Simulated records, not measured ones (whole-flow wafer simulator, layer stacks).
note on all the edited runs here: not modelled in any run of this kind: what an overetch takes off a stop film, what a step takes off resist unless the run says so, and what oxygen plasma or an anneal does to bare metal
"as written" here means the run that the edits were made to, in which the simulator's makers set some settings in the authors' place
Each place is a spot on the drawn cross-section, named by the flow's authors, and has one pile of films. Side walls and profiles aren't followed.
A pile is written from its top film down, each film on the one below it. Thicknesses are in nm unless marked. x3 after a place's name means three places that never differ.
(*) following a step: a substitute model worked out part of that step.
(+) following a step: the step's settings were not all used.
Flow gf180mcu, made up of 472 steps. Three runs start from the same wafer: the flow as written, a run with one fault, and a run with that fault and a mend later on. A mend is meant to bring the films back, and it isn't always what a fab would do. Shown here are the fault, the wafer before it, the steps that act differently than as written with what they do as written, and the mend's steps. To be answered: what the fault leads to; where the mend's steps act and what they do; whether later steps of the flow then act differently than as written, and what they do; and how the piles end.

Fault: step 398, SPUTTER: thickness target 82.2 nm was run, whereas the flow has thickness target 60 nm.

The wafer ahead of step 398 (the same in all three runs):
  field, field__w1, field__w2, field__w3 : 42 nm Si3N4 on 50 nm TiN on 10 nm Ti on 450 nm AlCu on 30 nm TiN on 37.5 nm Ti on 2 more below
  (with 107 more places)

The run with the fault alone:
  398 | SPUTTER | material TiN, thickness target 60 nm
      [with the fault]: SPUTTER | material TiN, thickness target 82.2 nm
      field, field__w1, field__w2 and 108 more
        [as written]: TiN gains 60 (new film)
        [with the fault]: TiN gains 82.2 (new film)
  Steps later in the flow that act otherwise than as written (not shown: 5 more steps that differ only slightly, by at most 2% or 0.5 nm, whichever is larger):
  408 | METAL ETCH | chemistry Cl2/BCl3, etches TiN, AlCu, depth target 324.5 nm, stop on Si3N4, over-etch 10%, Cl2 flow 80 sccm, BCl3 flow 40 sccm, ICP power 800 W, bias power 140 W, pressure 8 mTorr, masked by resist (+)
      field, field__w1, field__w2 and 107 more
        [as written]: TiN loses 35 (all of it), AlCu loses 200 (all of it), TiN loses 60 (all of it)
        [with the fault]: TiN loses 35 (all of it), AlCu loses 200 (all of it), TiN loses 82.2 (all of it)
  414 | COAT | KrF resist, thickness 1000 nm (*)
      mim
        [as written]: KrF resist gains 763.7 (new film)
        [with the fault]: KrF resist gains 746.9 (new film)
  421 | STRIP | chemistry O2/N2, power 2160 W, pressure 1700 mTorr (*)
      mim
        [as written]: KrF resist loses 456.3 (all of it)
        [with the fault]: KrF resist loses 439.7 (all of it)
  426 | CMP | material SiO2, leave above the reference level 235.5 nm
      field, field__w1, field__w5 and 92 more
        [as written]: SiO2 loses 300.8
        [with the fault]: SiO2 loses 278.6
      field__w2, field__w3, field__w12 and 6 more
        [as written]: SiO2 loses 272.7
        [with the fault]: SiO2 loses 250.5
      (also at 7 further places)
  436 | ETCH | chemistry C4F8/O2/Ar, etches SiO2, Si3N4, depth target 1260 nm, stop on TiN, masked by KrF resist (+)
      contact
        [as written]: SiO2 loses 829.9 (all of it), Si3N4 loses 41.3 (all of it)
        [with the fault]: SiO2 loses 852.1 (all of it), Si3N4 loses 41.3 (all of it)
  The piles end different from the flow's at field__w8, contact, m1, m1__w1, mim, m1_nw by more than 2% or 0.5 nm, whichever is larger.
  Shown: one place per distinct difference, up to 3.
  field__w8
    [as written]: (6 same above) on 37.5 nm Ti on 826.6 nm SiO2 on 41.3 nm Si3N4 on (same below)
    [with the fault]: (6 same above) on 37.5 nm Ti on 848.8 nm SiO2 on 41.3 nm Si3N4 on (same below)
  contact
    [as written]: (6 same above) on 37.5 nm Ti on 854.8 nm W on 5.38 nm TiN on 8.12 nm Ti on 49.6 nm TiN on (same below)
    [with the fault]: (6 same above) on 37.5 nm Ti on 877.2 nm W on 5.31 nm TiN on 8.02 nm Ti on 49.6 nm TiN on (same below)
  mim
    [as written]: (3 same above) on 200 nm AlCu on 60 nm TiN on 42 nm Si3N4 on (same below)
    [with the fault]: (3 same above) on 200 nm AlCu on 82.2 nm TiN on 42 nm Si3N4 on (same below)

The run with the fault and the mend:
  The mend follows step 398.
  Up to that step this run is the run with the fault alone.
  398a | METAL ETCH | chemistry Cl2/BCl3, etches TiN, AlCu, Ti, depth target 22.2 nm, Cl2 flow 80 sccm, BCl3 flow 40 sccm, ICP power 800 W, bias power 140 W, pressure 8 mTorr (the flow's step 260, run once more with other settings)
      field, field__w1, field__w2 and 108 more
        TiN loses 22.2
  None of the later steps of the flow acts differently than as written at any place that is followed.
  At every place that both follow, the piles at the end match the flow's.
